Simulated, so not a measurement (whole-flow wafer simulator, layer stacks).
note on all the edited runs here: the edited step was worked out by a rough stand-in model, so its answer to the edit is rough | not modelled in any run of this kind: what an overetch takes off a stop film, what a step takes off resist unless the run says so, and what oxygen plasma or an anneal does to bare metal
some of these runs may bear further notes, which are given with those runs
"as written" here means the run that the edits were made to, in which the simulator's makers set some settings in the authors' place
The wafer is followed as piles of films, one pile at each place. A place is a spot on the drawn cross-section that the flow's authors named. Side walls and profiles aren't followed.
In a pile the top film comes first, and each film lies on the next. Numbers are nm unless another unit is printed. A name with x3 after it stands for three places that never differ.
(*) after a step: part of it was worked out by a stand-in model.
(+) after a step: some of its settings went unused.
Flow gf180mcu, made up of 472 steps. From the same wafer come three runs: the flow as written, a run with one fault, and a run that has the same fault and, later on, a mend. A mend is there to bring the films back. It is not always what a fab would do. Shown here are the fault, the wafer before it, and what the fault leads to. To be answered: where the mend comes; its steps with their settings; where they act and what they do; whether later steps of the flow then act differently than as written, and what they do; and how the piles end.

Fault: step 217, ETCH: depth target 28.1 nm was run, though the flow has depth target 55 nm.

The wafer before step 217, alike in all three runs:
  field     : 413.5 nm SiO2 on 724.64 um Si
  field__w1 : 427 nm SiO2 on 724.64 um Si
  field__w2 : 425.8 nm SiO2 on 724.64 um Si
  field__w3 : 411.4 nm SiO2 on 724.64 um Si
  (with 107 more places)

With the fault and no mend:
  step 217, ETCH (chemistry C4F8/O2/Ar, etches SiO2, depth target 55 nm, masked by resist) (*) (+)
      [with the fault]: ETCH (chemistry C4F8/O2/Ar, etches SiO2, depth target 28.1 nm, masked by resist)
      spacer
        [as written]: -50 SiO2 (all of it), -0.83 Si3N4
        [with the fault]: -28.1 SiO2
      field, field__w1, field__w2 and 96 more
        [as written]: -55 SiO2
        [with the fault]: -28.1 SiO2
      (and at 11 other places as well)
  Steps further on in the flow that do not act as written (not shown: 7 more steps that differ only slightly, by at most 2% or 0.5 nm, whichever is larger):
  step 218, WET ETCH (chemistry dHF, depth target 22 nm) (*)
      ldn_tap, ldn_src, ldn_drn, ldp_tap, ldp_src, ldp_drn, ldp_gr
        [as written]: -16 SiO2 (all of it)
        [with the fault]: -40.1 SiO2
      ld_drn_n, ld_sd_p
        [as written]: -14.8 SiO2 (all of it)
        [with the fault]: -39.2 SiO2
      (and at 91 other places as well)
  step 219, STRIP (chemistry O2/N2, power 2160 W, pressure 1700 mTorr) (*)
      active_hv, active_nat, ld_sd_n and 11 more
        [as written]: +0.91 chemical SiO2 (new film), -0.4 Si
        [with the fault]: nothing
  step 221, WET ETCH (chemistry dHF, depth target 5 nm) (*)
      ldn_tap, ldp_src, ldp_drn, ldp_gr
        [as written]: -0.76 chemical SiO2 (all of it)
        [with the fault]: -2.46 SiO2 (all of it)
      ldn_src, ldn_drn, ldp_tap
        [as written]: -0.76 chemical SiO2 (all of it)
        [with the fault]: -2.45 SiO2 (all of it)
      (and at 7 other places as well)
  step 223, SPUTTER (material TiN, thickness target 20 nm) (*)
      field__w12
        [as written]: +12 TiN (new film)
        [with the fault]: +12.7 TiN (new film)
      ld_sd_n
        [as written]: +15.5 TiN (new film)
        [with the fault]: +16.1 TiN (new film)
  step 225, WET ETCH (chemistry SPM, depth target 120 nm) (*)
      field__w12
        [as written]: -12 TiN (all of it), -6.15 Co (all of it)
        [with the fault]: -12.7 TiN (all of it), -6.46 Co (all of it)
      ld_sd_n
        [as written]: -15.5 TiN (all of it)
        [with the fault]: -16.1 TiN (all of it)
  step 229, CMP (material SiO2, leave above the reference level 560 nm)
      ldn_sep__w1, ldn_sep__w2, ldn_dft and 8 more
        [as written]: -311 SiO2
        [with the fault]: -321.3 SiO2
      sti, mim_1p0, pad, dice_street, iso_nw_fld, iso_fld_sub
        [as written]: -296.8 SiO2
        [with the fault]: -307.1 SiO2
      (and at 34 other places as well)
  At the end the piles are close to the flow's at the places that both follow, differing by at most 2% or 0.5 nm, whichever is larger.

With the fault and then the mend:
  The mend stands after step 217.
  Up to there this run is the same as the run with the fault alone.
  step 217a, ETCH (chemistry C4F8/O2/Ar, etches SiO2, depth target 26.9 nm, masked by resist) (*) (+) (the flow's step 217 again, with other settings)
      field, field__w1, field__w2 and 96 more
        -26.9 SiO2
      field__w5, field__w9, field__w13 and 8 more
        -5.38 resist
      spacer
        -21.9 SiO2 (all of it), -0.83 Si3N4
  None of the later steps of the flow differs from how it acts as written, at any place that is followed, by more than 2% or 0.5 nm, whichever is larger.
  At the end the piles are close to the flow's at the places that both follow, differing by at most 2% or 0.5 nm, whichever is larger.
